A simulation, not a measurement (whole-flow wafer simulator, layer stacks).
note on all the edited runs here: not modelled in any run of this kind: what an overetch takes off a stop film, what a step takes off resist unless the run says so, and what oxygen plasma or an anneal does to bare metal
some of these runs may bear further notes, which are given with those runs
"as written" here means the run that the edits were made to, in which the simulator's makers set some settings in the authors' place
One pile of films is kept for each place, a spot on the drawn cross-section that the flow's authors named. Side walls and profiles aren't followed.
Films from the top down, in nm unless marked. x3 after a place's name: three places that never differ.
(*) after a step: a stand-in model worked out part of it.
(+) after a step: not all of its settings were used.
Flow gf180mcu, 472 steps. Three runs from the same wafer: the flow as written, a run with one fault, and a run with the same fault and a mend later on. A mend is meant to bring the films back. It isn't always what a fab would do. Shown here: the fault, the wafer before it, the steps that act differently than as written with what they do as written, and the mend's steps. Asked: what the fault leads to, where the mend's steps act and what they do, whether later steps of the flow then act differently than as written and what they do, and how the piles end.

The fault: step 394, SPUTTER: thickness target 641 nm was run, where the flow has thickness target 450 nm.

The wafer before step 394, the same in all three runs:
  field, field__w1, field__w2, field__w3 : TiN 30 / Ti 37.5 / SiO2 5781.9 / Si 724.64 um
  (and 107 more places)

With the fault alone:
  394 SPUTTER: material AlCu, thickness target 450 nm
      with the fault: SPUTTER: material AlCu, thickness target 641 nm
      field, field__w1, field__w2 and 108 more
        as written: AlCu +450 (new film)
        with the fault: AlCu +641 (new film)
  Later steps of the flow that act differently than as written (1 more step differs only slightly, by at most 2% or 0.5 nm, whichever is larger, and isn't shown):
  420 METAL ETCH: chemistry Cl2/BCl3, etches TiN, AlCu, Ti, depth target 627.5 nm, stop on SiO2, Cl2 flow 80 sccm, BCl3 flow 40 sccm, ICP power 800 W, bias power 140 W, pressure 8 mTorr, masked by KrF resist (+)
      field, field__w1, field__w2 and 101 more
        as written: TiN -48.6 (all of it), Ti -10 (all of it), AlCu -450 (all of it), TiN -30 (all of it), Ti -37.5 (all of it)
        with the fault: TiN -48.6 (all of it), Ti -10 (all of it), AlCu -568.9
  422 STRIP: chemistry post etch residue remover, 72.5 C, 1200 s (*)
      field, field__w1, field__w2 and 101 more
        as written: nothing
        with the fault: AlCu -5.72
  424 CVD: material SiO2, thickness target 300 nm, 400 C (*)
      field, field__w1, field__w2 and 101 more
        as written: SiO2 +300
        with the fault: SiO2 +300 (new film)
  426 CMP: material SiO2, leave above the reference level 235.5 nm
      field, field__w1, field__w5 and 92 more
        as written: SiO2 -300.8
        with the fault: SiO2 -243.7
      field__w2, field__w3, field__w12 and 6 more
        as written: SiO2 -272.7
        with the fault: SiO2 -212.9
  At the end the piles differ from the flow's by more than 2% or 0.5 nm, whichever is larger, at field, field__w1, field__w2 and 109 more.
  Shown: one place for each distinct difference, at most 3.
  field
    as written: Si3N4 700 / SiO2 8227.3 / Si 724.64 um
    with the fault: Si3N4 700 / SiO2 2502.5 / AlCu 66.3 / TiN 30 / Ti 37.5 / SiO2 5781.9 / Si 724.64 um
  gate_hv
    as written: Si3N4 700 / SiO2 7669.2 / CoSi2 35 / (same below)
    with the fault: Si3N4 700 / SiO2 2502.5 / AlCu 66.3 / TiN 30 / Ti 37.5 / SiO2 5223.8 / CoSi2 35 / (same below)
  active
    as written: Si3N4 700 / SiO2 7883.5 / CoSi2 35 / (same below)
    with the fault: Si3N4 700 / SiO2 2502.5 / AlCu 66.3 / TiN 30 / Ti 37.5 / SiO2 5438.1 / CoSi2 35 / (same below)

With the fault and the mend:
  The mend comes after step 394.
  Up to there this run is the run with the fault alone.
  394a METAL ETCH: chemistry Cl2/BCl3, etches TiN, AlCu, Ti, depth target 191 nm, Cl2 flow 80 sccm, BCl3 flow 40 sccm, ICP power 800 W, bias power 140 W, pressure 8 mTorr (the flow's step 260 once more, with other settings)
      field, field__w1, field__w2 and 108 more
        AlCu -191
  No later step of the flow acts differently than as written at any place that is followed.
  At the end the piles are the same as the flow's at every place that both follow.
